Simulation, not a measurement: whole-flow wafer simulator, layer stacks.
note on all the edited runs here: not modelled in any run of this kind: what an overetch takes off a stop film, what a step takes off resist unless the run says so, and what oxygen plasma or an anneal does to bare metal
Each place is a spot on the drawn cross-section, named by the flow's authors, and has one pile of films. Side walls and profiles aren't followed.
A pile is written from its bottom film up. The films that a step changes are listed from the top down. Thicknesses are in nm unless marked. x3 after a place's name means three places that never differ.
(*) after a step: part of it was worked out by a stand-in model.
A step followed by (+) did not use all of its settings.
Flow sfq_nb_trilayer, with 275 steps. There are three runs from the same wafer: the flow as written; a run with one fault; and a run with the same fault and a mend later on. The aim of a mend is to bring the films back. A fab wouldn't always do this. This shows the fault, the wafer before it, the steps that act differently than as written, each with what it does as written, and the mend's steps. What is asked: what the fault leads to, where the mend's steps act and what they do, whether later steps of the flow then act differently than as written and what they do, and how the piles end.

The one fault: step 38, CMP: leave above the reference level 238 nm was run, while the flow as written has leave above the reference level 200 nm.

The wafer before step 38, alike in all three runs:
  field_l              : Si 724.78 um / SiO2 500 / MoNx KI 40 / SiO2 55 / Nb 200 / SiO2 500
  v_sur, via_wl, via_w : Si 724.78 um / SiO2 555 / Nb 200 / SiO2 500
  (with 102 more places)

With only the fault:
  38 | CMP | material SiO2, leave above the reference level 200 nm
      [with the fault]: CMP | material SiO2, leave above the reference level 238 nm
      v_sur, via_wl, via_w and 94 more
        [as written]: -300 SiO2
        [with the fault]: -262 SiO2
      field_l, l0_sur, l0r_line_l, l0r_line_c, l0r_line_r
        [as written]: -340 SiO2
        [with the fault]: -302 SiO2
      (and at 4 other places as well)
  Steps later in the flow that act otherwise than as written (3 more steps, not shown, differ only slightly: by at most 2% or 0.5 nm, whichever is larger):
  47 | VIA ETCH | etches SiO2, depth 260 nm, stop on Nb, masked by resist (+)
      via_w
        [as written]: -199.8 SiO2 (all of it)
        [with the fault]: -237.8 SiO2 (all of it)
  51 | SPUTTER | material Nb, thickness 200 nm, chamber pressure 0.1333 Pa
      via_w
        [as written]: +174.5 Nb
        [with the fault]: +167.4 Nb
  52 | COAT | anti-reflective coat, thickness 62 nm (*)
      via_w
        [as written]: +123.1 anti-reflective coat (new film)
        [with the fault]: +131.2 anti-reflective coat (new film)
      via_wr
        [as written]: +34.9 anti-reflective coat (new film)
        [with the fault]: +33.3 anti-reflective coat (new film)
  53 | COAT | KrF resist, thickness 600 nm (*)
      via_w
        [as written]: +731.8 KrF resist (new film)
        [with the fault]: +762.7 KrF resist (new film)
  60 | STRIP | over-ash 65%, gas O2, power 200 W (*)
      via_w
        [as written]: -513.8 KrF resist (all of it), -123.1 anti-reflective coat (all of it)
        [with the fault]: -544.6 KrF resist (all of it), -131.2 anti-reflective coat (all of it)
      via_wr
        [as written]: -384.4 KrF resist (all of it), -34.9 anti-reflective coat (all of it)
        [with the fault]: -381.2 KrF resist (all of it), -33.3 anti-reflective coat (all of it)
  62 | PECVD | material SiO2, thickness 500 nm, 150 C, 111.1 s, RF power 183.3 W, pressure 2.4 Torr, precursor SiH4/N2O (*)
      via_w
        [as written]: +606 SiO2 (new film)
        [with the fault]: +651.1 SiO2 (new film)
  At v_sur, via_wl, via_w and 75 more, the piles at the end differ from the flow's by more than 2% or 0.5 nm, whichever is larger.
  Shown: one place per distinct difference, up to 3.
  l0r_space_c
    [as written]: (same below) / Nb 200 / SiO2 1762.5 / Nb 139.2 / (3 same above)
    [with the fault]: (same below) / Nb 200 / SiO2 1800.5 / Nb 139.2 / (3 same above)
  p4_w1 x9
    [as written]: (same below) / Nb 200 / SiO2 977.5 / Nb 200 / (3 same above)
    [with the fault]: (same below) / Nb 200 / SiO2 1015.5 / Nb 200 / (3 same above)
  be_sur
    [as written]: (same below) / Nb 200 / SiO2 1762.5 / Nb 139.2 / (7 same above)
    [with the fault]: (same below) / Nb 200 / SiO2 1800.5 / Nb 139.2 / (7 same above)

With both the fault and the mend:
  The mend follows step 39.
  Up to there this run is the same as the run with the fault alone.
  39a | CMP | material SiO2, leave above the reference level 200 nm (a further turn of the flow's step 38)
      field_l, v_sur, via_wl and 103 more
        -38 SiO2
  Later steps of the flow that are run all act as written at every place that is followed.
  At every place that both follow, the piles at the end match the flow's.
